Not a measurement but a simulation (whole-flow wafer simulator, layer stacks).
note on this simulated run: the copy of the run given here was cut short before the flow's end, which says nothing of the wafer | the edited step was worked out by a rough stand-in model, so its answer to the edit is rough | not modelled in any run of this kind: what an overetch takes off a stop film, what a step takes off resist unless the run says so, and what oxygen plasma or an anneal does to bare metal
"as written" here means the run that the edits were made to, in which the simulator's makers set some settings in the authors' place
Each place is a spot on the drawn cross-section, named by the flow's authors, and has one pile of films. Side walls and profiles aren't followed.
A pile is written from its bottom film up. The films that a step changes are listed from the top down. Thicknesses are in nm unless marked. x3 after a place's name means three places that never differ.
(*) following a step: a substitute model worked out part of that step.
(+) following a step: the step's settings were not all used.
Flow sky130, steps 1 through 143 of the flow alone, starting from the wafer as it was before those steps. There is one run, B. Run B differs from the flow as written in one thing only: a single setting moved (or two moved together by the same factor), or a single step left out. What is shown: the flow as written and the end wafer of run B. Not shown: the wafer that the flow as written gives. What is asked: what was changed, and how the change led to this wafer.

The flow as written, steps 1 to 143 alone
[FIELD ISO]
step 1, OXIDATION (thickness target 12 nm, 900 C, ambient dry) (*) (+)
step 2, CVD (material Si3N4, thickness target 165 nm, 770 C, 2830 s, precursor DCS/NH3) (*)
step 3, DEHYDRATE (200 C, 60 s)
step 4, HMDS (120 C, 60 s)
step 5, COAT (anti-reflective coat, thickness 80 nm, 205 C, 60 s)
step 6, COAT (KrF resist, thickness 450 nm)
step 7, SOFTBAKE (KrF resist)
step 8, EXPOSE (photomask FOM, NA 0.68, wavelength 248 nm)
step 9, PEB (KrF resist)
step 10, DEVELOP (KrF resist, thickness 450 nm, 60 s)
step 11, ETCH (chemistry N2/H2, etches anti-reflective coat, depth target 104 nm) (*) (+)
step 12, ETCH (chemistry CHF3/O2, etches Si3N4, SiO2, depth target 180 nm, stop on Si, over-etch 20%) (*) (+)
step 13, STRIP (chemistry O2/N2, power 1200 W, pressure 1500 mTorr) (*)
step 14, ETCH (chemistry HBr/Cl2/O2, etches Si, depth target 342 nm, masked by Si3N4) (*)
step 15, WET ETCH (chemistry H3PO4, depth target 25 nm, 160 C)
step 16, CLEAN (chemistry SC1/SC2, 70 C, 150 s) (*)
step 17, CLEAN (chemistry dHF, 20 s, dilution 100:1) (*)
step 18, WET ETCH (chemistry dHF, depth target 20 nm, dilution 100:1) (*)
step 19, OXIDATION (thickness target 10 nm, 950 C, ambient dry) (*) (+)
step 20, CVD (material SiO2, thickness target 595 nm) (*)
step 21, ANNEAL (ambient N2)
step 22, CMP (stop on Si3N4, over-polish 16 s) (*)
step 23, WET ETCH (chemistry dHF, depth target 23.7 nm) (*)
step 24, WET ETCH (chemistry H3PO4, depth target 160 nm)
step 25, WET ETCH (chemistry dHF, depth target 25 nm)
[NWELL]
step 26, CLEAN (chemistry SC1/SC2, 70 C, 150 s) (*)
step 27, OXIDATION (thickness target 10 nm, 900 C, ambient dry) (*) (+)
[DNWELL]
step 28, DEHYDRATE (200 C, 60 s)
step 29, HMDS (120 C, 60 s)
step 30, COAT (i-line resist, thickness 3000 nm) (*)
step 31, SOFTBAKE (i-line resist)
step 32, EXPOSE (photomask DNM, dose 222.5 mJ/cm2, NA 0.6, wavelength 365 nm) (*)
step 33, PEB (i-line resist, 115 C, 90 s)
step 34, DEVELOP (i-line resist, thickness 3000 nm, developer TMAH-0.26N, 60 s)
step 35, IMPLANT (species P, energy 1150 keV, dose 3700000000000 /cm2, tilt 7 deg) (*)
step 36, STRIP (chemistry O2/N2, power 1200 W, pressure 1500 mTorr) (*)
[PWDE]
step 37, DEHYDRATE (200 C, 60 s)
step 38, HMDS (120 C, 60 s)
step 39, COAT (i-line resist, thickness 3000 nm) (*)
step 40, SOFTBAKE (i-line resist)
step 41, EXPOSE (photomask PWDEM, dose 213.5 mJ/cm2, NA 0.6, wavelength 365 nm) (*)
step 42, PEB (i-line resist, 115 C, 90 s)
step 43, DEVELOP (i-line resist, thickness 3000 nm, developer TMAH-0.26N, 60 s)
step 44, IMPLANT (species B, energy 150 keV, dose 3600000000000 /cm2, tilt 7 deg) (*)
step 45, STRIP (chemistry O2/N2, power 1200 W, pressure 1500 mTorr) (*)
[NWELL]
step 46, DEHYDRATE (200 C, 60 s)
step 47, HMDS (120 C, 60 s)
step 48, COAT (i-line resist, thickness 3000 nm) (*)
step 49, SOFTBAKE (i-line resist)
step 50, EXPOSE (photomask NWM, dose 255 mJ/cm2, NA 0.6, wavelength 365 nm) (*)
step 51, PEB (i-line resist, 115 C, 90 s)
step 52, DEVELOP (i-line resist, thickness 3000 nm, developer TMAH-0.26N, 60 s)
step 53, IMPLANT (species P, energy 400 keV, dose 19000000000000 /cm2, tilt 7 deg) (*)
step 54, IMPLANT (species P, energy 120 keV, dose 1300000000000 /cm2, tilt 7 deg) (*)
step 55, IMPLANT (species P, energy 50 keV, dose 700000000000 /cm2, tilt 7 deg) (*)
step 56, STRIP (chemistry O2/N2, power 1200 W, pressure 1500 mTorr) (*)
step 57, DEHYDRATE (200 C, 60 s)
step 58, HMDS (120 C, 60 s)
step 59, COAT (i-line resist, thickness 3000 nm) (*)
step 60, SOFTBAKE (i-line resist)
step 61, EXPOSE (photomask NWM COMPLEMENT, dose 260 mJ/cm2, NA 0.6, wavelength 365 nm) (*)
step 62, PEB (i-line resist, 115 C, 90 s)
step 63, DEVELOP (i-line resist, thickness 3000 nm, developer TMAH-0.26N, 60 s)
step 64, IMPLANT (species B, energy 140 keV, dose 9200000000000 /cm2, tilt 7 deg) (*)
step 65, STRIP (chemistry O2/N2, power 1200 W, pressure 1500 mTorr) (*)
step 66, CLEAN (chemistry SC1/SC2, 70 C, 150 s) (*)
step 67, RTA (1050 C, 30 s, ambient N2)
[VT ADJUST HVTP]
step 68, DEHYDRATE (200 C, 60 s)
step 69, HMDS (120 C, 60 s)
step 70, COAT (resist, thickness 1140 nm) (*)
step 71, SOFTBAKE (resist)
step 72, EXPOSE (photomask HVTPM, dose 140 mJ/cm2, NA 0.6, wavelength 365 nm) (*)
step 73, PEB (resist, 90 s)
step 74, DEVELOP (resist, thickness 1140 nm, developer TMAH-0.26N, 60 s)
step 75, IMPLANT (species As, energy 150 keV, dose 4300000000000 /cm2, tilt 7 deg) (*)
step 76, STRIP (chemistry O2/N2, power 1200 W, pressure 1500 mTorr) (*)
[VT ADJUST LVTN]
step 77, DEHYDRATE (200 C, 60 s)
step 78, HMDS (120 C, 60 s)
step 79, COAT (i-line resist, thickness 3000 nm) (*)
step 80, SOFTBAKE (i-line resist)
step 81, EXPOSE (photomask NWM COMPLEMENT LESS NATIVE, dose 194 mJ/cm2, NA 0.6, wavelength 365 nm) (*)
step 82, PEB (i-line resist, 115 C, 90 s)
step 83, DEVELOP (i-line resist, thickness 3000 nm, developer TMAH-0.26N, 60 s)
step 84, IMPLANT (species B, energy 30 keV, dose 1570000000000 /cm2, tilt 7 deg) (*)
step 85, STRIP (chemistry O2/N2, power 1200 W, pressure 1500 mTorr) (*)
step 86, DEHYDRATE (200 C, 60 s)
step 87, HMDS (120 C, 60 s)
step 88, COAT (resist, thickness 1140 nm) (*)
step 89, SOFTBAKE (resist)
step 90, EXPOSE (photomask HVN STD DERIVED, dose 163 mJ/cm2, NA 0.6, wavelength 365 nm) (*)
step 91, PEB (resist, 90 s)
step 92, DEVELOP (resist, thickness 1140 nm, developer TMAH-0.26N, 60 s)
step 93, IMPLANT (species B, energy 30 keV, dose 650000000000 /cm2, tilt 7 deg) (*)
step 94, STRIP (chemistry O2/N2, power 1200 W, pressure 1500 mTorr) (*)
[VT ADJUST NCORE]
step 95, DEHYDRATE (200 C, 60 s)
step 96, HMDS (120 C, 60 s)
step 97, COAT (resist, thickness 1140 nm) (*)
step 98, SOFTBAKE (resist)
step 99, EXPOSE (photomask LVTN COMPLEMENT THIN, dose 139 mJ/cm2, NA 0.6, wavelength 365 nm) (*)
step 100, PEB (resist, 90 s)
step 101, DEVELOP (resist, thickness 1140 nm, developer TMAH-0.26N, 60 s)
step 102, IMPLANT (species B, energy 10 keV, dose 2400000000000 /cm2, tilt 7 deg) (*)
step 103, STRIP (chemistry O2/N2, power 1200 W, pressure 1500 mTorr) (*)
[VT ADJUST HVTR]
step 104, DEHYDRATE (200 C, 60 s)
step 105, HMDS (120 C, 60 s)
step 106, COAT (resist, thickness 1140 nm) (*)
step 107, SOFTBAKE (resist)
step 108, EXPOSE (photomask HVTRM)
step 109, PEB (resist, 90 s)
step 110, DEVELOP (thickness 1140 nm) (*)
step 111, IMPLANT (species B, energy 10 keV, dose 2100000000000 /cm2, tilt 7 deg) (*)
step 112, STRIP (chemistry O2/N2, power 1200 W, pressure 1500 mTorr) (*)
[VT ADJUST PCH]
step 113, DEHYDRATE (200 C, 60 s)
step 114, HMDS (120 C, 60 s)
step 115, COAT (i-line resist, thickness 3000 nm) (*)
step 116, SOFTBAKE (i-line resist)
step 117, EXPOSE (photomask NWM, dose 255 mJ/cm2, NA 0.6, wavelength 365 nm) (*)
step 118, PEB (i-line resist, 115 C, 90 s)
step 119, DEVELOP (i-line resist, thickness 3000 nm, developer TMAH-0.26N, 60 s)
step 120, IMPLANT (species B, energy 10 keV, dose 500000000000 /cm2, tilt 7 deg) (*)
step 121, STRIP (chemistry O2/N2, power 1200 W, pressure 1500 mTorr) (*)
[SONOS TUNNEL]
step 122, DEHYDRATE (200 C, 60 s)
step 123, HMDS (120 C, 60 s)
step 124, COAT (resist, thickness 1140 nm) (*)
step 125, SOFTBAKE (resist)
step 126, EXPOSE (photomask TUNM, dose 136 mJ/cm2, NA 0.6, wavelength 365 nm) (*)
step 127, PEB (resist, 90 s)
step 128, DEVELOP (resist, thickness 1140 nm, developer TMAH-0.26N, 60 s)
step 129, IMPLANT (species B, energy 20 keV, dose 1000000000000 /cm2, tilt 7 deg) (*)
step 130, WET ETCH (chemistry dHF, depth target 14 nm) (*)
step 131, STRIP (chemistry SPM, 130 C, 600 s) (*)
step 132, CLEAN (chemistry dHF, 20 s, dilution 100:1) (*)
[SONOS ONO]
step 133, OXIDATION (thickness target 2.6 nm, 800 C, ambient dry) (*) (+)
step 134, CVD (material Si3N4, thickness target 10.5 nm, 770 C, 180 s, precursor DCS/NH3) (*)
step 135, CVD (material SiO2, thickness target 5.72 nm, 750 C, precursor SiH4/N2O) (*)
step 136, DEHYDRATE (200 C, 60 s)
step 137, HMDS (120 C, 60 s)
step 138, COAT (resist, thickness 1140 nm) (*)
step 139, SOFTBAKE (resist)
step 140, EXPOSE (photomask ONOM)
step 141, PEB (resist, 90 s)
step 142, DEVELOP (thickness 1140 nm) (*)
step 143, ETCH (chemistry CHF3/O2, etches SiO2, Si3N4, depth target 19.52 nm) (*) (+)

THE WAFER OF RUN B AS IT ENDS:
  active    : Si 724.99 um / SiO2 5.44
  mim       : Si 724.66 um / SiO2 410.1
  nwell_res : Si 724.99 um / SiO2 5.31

Cause: step 134, CVD: 758 C was run, whereas the flow has 770 C.

Step by step, how the change led to this:
  step 134, CVD (material Si3N4, thickness target 10.5 nm, 770 C, 180 s, precursor DCS/NH3) (*)
      field, active, n_well and 187 more: +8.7 Si3N4 (new film) (it would be, as written: +10.5 Si3N4 (new film))
  step 143, ETCH (chemistry CHF3/O2, etches SiO2, Si3N4, depth target 19.52 nm) (*) (+)
      field, active, p_well x5 and 179 more: -5.72 SiO2 (all of it), -8.7 Si3N4 (all of it), -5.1 SiO2 (it would be, as written: -5.72 SiO2 (all of it), -10.5 Si3N4 (all of it), -3.3 SiO2)
      n_well, sonos_sd: -5.72 SiO2 (all of it), -8.7 Si3N4 (all of it), -2.6 SiO2 (all of it), -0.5 Si (it would be, as written: -5.72 SiO2 (all of it), -10.5 Si3N4 (all of it), -2.6 SiO2 (all of it), -0.14 Si)
